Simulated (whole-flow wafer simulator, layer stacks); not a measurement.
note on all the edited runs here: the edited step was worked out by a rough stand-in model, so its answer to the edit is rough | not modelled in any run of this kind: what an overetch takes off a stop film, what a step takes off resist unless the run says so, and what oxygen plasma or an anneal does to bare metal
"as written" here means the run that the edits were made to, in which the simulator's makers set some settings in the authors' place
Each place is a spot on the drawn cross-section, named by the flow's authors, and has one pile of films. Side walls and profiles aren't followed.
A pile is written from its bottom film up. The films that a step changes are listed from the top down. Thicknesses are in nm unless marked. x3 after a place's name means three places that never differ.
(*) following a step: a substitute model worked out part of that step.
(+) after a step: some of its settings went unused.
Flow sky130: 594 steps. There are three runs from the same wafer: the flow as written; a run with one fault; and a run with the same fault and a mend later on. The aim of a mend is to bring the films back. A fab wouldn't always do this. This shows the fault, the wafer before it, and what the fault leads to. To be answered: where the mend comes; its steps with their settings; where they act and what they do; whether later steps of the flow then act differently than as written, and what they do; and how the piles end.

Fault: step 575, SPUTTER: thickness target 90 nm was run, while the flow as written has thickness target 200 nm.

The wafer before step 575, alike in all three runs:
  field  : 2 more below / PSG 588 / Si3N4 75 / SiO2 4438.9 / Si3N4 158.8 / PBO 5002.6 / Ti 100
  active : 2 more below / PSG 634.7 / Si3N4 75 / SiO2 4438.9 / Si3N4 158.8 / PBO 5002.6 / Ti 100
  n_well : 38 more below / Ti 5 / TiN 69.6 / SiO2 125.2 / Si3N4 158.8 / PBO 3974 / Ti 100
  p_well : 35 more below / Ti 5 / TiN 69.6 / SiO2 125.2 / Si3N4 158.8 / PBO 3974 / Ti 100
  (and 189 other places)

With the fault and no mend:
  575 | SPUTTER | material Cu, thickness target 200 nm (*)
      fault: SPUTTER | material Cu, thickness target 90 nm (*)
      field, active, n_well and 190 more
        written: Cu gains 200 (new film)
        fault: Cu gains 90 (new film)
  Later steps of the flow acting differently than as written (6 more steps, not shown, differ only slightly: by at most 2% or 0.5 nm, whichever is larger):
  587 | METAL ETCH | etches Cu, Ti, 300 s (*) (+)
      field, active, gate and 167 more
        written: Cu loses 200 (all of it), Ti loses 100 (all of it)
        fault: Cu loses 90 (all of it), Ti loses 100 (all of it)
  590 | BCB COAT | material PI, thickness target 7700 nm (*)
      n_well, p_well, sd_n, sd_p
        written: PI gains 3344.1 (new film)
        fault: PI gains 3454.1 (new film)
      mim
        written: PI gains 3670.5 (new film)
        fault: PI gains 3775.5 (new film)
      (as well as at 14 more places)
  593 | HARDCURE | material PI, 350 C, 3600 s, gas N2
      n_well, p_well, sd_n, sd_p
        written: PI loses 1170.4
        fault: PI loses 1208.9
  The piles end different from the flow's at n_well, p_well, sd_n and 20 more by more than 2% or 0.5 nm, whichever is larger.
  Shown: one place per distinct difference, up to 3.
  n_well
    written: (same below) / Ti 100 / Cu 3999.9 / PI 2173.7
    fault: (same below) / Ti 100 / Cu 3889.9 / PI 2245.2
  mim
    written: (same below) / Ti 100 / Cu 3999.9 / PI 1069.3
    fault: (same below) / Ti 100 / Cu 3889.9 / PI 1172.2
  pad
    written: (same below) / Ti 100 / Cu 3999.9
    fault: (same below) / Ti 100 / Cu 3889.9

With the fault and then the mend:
  The mend follows step 582.
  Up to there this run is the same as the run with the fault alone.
  582a | STRIP | chemistry NMP, 80 C, 900 s
      wcut_nhv, wcut_phv, wcut_fox_pw and 23 more
        i-line resist loses 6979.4 (all of it)
      mim_edge_plate_strap, mim_edge_plate, mim_edge_gap, mim_edge_gap_sheet, vpp_l1ln, dnw_fox
        i-line resist loses 6980.8 (all of it)
      gate_len, gate_lvt_sd_len, gate_p_sd_len, gate_p_hvt_sd_len, gate_p_lvt_sd_len, gate_len_250
        i-line resist loses 6982 (all of it)
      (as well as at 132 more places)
  582b | SPUTTER | material Cu, thickness target 110 nm (*) (the flow's step 575 again, with other settings)
      field, active, n_well and 190 more
        Cu gains 110
  582c | HMDS | 120 C, 60 s (the flow's step 577 again)
      alters no film at any place that is followed
  582d | COAT | i-line resist, thickness 7000 nm (*) (the flow's step 578 again)
      dice_street, wcut_nhv, wcut_phv and 18 more
        i-line resist gains 7000 (new film)
      poly_ln, iso_pw_fox, gate_lvt_sd, active_lvt, spacer_lvt, sonos_sd, sonos_cell_x, sonos_guard_x
        i-line resist gains 7003.2 (new film)
      vpp_iso2, mim_edge_plate_strap, mim_edge_plate, mim_edge_gap, mim_edge_gap_sheet, gate_hv_nvt, de16_nw_sti
        i-line resist gains 7001.4 (new film)
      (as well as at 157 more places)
  582e | SOFTBAKE | i-line resist, 110 C, 180 s (the flow's step 579 again)
      de16_gate_pw, de16_pw_fp, de16_pw_sti, de16_psrc_nw
        i-line resist loses 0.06
      field, active_lvt
        i-line resist gains 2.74
      mim, vcap_hvt
        i-line resist loses 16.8
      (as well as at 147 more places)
  582f | EXPOSE | photomask CU1M (the flow's step 580 again)
      alters no film at any place that is followed
  582g | PEB | i-line resist, 90 C, 60 s (the flow's step 581 again)
      field, active, n_well and 134 more
        i-line resist loses 0.07
      pad
        i-line resist loses 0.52
  582h | DEVELOP | thickness 7000 nm (*) (the flow's step 582 again)
      field, active, gate and 167 more
        i-line resist loses 20.6
      n_well, p_well, sd_n, sd_p
        i-line resist loses 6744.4 (all of it)
      dep_nw_sti, dep_ntap_nw, de16_nw_sti
        i-line resist loses 7000.7 (all of it)
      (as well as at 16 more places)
  None of the later steps of the flow acts differently than as written at any place that is followed.
  At every place that both follow, the piles at the end match the flow's.
